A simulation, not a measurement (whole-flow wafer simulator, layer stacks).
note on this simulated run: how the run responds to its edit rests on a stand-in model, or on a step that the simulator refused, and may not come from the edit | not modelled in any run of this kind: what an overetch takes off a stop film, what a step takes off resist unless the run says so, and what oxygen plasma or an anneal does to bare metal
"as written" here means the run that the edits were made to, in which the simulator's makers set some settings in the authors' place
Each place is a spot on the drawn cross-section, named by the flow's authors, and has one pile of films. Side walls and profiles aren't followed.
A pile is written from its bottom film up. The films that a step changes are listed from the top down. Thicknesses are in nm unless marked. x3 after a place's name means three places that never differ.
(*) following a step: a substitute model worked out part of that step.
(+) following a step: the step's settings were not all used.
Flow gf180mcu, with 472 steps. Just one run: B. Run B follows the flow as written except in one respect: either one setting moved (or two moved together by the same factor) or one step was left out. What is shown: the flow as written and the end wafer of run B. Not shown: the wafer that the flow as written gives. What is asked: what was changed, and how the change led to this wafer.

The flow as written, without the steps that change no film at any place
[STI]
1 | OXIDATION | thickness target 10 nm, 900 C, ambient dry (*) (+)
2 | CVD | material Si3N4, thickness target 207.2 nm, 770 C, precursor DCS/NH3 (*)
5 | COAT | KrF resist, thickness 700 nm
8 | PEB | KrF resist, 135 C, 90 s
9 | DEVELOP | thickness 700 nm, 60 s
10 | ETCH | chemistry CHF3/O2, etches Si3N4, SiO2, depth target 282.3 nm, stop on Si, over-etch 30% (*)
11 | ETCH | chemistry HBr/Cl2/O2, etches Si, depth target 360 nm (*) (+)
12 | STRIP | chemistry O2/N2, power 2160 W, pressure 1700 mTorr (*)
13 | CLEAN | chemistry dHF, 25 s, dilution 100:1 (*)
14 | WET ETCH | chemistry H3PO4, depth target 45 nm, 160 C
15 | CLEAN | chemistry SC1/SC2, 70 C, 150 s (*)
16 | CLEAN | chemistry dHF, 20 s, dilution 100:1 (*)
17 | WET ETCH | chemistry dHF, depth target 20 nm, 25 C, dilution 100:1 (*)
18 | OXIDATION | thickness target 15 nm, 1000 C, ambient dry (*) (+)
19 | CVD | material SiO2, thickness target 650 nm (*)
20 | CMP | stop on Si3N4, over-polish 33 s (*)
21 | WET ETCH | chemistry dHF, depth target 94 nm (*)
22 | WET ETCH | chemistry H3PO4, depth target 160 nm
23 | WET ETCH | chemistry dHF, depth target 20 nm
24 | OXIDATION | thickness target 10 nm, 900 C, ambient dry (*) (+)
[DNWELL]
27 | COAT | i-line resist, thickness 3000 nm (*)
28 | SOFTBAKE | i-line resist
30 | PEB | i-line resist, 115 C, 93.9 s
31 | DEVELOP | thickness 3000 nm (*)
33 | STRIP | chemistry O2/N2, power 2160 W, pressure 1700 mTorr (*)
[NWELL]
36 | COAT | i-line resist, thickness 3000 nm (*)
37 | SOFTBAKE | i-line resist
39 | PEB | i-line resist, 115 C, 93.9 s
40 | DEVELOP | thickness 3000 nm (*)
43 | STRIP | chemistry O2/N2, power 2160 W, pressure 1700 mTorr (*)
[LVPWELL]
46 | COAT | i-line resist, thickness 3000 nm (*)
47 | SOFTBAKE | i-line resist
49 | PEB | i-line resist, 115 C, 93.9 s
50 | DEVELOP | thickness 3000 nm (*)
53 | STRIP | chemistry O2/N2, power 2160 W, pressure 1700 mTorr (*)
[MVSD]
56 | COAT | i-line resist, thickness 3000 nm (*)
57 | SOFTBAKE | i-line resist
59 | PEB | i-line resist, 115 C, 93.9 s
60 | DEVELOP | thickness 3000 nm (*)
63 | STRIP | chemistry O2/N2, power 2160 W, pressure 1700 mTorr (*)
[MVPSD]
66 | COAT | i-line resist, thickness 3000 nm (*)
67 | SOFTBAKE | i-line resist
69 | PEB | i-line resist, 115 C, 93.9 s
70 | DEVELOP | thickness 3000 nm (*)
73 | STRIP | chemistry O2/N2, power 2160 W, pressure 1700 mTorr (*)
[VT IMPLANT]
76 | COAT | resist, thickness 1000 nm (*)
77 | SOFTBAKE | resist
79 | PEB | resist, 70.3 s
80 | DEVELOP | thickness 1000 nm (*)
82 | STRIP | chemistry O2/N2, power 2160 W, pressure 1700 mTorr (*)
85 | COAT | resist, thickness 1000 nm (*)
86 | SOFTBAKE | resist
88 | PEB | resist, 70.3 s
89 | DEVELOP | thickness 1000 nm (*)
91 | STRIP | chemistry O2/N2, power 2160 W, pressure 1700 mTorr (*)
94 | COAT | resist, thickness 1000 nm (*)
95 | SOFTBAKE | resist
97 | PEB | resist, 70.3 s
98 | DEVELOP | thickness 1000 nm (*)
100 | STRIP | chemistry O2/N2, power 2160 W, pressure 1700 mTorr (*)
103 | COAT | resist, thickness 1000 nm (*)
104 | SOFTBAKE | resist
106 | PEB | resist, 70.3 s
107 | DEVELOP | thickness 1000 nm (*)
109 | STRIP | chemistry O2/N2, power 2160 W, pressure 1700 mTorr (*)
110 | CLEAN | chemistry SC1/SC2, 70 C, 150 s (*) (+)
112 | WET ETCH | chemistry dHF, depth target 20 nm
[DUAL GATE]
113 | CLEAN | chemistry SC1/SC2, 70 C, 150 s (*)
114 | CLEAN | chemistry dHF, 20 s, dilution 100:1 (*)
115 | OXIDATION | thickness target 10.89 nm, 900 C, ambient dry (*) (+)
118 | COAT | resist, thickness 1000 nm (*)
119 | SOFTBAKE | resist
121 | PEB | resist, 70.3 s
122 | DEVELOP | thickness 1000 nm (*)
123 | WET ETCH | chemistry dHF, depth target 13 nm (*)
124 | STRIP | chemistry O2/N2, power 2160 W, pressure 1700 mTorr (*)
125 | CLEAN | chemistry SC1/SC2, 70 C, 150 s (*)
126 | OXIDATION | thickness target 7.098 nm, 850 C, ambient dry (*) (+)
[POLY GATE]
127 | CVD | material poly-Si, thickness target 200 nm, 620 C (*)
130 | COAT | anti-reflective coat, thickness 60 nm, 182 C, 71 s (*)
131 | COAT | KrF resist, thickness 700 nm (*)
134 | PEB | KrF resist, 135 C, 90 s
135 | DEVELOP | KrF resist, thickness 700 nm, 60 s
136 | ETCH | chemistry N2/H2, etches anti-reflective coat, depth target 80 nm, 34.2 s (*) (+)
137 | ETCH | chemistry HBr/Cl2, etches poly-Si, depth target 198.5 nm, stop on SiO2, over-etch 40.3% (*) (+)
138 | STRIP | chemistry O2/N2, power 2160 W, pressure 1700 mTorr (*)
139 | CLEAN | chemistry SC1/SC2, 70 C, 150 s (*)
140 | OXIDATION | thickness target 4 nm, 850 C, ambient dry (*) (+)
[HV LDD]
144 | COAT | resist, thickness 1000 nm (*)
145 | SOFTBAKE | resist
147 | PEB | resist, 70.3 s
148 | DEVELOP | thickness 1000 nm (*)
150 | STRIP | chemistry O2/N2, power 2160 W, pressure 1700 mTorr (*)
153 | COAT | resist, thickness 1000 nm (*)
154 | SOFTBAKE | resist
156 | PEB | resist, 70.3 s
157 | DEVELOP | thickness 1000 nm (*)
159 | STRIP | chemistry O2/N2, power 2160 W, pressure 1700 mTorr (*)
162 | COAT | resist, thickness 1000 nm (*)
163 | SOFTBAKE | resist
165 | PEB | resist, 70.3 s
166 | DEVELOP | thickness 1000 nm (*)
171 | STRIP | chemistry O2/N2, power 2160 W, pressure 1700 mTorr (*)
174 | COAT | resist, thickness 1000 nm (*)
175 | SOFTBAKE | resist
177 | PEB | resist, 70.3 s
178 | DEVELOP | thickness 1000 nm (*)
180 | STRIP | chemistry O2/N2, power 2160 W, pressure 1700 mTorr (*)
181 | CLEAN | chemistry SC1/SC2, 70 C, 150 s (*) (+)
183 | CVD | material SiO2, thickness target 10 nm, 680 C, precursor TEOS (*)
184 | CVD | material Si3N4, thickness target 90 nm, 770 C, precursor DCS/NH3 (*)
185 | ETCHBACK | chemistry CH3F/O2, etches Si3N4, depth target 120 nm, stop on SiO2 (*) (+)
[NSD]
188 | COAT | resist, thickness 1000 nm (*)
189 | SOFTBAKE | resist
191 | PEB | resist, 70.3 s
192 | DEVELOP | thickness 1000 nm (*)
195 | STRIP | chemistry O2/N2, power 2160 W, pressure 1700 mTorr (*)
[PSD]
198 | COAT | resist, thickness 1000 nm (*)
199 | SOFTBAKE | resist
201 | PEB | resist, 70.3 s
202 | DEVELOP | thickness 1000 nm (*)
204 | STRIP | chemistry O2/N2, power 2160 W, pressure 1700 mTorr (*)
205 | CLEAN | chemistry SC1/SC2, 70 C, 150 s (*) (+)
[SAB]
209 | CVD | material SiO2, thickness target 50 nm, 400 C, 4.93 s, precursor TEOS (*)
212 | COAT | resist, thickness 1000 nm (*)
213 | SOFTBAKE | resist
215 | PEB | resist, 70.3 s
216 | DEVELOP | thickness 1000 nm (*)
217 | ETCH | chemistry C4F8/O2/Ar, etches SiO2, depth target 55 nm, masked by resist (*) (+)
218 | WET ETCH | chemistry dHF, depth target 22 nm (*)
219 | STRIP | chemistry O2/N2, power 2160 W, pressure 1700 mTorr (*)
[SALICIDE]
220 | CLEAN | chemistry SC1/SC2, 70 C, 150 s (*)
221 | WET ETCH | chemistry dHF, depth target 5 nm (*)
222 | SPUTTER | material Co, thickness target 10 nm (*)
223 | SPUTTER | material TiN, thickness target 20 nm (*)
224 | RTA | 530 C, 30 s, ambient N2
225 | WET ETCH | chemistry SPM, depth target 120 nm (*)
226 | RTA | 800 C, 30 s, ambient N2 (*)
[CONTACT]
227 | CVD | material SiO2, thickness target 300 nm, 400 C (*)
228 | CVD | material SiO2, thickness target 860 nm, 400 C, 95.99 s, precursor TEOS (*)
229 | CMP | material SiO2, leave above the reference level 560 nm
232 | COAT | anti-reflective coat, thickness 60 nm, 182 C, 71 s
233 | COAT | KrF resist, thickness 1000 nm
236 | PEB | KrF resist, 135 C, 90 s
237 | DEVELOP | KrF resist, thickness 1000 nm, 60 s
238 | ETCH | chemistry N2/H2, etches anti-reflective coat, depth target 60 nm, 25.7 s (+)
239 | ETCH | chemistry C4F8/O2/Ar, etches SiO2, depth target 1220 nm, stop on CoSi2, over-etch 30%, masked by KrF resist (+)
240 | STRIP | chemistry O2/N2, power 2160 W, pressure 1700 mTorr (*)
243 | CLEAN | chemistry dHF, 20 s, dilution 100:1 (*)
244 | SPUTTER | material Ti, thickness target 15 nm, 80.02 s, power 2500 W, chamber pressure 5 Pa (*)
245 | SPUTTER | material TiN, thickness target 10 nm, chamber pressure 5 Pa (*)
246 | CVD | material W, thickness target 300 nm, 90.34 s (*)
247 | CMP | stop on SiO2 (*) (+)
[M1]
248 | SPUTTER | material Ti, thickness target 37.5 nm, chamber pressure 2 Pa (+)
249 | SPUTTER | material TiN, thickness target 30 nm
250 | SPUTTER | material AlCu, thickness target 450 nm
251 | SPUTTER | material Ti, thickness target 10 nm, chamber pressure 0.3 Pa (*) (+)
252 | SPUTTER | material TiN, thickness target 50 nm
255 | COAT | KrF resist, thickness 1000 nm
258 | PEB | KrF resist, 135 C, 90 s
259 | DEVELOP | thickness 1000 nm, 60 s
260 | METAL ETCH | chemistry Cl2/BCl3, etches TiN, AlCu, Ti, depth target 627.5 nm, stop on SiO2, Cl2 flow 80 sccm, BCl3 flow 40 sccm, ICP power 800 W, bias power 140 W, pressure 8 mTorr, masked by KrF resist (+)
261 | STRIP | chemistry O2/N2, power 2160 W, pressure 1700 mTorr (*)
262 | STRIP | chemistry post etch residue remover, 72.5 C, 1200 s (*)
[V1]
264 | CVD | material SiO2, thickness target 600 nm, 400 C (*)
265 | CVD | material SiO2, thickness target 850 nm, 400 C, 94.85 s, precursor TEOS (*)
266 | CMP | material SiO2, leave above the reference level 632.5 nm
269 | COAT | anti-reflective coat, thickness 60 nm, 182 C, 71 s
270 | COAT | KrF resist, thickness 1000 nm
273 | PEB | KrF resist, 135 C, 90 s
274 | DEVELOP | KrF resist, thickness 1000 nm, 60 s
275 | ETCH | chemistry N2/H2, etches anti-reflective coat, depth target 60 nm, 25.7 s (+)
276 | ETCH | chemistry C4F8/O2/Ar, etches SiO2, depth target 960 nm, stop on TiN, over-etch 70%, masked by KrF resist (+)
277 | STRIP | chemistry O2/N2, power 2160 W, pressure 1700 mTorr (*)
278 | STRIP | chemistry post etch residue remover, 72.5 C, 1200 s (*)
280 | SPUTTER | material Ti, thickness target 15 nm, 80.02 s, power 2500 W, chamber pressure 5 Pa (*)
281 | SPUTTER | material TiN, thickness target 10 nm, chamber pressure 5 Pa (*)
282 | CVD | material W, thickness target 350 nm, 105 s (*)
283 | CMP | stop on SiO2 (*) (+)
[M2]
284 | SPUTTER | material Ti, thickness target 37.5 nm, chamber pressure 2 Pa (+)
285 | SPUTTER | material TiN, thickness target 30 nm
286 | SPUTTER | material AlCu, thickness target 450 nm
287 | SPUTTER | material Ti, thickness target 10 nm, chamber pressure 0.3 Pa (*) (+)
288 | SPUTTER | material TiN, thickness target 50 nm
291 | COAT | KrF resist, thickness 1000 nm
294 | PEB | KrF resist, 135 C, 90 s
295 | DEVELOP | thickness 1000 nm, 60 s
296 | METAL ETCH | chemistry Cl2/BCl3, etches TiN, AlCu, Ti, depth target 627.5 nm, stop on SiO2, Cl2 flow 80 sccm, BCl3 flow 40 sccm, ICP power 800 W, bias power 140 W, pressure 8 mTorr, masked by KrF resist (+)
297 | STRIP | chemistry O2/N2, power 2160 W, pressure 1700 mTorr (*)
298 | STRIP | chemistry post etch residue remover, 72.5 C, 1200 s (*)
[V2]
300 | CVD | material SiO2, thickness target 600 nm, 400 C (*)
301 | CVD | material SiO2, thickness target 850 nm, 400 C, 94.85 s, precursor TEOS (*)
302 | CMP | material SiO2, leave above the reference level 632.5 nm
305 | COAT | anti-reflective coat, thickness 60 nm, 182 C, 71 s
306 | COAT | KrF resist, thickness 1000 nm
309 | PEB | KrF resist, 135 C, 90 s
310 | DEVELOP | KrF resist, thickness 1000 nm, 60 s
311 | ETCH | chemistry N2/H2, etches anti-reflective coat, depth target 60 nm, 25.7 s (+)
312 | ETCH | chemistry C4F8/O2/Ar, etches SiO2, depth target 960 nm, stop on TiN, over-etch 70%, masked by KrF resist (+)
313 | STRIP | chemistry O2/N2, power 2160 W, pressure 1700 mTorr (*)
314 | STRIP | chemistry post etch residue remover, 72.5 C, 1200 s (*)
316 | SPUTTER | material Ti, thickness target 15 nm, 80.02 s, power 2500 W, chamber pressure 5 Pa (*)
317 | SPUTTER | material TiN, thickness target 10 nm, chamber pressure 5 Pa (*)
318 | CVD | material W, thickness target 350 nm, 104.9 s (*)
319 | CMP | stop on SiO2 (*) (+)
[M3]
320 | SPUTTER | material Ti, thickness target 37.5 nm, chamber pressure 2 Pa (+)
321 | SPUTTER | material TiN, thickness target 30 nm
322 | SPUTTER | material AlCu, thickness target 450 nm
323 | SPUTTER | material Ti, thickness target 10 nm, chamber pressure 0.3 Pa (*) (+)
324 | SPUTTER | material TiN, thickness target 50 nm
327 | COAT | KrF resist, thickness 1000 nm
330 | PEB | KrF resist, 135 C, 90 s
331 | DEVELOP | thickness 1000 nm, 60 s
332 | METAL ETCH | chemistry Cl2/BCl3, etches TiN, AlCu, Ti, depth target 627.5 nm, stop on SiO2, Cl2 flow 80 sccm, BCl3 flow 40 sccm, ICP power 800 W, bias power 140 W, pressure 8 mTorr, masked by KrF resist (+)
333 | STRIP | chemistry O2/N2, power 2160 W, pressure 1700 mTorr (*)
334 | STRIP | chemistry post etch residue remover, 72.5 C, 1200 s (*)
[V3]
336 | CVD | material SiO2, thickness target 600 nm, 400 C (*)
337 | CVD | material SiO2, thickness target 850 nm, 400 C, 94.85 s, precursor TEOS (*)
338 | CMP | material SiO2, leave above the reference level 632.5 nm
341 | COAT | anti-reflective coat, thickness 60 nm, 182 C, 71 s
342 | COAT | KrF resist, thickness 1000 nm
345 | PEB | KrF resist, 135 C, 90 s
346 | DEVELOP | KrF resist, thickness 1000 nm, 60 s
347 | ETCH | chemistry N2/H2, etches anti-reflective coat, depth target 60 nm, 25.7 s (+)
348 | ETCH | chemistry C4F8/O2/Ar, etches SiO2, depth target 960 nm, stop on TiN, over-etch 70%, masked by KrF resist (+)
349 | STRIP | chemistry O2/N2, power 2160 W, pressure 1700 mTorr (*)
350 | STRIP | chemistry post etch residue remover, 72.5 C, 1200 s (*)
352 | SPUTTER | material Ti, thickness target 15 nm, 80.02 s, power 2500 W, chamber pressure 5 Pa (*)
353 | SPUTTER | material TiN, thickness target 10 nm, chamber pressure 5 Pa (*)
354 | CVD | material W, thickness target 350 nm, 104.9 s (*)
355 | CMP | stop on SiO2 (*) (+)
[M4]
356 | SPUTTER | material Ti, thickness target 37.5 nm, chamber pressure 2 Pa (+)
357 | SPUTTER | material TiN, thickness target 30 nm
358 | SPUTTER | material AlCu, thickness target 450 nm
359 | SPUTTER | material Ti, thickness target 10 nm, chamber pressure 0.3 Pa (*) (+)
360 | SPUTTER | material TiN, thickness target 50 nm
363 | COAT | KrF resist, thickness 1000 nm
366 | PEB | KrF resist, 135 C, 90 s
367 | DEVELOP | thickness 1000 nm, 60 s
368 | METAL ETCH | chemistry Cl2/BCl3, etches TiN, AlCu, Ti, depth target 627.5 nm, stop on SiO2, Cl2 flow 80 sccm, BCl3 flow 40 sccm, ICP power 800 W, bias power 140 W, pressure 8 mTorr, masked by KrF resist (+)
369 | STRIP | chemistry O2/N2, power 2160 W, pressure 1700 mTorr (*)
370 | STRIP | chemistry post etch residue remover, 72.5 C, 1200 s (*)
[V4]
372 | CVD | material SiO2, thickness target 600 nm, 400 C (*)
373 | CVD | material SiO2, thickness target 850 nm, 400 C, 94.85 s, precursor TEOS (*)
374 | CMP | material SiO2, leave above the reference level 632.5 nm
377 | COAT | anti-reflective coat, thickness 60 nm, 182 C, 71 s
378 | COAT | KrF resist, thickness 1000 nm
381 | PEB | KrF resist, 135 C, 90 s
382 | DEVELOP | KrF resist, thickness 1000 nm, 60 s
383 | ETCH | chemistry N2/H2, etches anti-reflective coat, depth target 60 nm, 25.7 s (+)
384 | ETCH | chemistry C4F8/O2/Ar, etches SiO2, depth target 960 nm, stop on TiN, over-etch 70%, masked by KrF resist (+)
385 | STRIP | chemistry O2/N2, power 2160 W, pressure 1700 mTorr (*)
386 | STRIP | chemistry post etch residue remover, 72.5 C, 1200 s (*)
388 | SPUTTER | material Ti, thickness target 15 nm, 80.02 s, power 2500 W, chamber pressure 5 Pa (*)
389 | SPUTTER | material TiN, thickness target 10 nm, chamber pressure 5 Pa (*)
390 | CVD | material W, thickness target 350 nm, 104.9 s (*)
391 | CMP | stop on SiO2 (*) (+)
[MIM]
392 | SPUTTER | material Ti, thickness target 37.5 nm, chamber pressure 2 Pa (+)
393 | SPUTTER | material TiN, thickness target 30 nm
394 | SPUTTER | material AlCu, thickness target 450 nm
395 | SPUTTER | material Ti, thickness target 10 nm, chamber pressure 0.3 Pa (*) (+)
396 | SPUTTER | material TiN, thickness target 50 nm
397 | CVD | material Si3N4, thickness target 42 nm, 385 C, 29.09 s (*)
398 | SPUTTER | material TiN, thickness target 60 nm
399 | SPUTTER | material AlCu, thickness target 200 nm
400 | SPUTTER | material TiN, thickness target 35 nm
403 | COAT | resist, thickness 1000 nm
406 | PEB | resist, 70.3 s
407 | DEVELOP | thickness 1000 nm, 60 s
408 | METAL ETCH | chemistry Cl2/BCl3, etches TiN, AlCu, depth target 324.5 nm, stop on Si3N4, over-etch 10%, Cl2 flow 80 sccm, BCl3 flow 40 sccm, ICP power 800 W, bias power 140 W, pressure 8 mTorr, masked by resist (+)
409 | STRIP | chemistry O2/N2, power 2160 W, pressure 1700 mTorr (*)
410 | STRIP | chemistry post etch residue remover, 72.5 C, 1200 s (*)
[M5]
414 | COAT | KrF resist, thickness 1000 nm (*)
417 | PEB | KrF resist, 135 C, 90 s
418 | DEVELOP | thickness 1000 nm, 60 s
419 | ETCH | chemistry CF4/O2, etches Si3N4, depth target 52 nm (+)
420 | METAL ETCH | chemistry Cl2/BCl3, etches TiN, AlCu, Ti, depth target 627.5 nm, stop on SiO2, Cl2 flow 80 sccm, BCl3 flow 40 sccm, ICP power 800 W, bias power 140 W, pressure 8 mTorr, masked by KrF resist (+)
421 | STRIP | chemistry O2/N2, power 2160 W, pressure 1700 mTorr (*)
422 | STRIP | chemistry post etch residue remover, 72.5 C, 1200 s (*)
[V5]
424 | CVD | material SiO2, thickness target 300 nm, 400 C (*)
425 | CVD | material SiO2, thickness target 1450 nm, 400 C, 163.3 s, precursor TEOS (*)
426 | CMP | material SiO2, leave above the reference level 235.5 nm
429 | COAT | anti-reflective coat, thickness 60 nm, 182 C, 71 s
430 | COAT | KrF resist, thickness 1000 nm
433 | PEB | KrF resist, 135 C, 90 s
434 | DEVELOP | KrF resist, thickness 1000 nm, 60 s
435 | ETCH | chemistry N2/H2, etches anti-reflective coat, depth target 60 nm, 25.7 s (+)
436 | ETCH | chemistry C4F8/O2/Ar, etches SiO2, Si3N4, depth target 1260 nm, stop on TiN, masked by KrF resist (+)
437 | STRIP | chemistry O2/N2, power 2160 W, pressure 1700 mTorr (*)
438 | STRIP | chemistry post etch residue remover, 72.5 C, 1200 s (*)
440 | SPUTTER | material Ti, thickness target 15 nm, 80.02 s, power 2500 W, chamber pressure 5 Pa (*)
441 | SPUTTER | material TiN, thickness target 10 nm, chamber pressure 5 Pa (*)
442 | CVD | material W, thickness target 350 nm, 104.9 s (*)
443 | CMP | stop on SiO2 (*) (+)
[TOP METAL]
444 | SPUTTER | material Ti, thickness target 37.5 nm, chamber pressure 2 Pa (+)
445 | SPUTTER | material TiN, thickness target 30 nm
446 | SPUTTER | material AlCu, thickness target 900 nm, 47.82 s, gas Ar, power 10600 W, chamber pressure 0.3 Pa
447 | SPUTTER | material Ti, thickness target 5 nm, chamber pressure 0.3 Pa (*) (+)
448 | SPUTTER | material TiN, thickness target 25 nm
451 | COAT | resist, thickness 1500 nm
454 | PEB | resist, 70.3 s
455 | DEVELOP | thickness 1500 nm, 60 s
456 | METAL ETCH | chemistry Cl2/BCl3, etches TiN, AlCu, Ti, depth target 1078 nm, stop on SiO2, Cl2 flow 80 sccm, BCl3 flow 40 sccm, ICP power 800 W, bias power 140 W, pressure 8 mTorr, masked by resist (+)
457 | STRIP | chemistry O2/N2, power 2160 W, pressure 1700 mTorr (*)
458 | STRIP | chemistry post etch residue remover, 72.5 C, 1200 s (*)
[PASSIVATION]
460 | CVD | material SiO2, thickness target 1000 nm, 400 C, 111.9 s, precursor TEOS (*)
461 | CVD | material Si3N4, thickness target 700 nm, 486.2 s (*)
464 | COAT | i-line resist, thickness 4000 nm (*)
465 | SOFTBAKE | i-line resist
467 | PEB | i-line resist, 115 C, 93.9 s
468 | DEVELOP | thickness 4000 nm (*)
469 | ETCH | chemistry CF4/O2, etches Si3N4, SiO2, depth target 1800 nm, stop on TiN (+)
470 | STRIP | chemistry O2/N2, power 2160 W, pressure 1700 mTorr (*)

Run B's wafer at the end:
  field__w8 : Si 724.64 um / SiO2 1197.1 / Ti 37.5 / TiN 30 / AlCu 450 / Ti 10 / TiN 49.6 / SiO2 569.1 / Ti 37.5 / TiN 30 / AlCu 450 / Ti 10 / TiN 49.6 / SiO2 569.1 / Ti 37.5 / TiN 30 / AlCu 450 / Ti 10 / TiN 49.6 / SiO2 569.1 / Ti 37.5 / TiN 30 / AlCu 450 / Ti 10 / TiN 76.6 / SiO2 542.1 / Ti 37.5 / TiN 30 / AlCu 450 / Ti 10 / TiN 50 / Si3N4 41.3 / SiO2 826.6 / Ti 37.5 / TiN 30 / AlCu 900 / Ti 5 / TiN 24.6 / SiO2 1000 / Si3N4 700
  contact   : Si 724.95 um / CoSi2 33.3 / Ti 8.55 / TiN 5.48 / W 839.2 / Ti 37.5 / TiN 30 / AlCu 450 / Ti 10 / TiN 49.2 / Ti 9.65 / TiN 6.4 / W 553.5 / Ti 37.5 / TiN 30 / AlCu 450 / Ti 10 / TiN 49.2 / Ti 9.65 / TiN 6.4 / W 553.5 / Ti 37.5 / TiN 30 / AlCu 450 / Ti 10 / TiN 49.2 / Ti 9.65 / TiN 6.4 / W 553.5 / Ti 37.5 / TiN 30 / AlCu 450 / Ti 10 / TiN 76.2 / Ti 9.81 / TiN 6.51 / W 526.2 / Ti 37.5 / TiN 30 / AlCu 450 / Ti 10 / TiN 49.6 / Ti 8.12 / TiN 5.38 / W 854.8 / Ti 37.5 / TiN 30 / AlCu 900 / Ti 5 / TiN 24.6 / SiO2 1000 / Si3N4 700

Cause: step 360, SPUTTER: thickness target 77 nm was run, though the flow has thickness target 50 nm.

How this came from the change, step by step:
  360 | SPUTTER | material TiN, thickness target 50 nm
      field, field__w1, field__w2 and 108 more: TiN gains 77 (new film) (as written it would have been: TiN gains 50 (new film))
  368 | METAL ETCH | chemistry Cl2/BCl3, etches TiN, AlCu, Ti, depth target 627.5 nm, stop on SiO2, Cl2 flow 80 sccm, BCl3 flow 40 sccm, ICP power 800 W, bias power 140 W, pressure 8 mTorr, masked by KrF resist (+)
      field, field__w1, field__w2 and 103 more: TiN loses 77 (all of it), Ti loses 10 (all of it), AlCu loses 450 (all of it), TiN loses 30 (all of it), Ti loses 37.5 (all of it) (as written it would have been: TiN loses 50 (all of it), Ti loses 10 (all of it), AlCu loses 450 (all of it), TiN loses 30 (all of it), Ti loses 37.5 (all of it))
  374 | CMP | material SiO2, leave above the reference level 632.5 nm
      field__w8, contact, m1, m1__w1, m1_nw: SiO2 loses 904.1 (as written it would have been: SiO2 loses 877.1)
  384 | ETCH | chemistry C4F8/O2/Ar, etches SiO2, depth target 960 nm, stop on TiN, over-etch 70%, masked by KrF resist (+)
      field, field__w1, field__w2 and 107 more: KrF resist loses 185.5 (as written it would have been: KrF resist loses 192)
      contact: SiO2 loses 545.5 (all of it) (as written it would have been: SiO2 loses 572.5 (all of it))
  390 | CVD | material W, thickness target 350 nm, 104.9 s (*)
      contact: W gains 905 (new film) (as written it would have been: W gains 932.3 (new film))
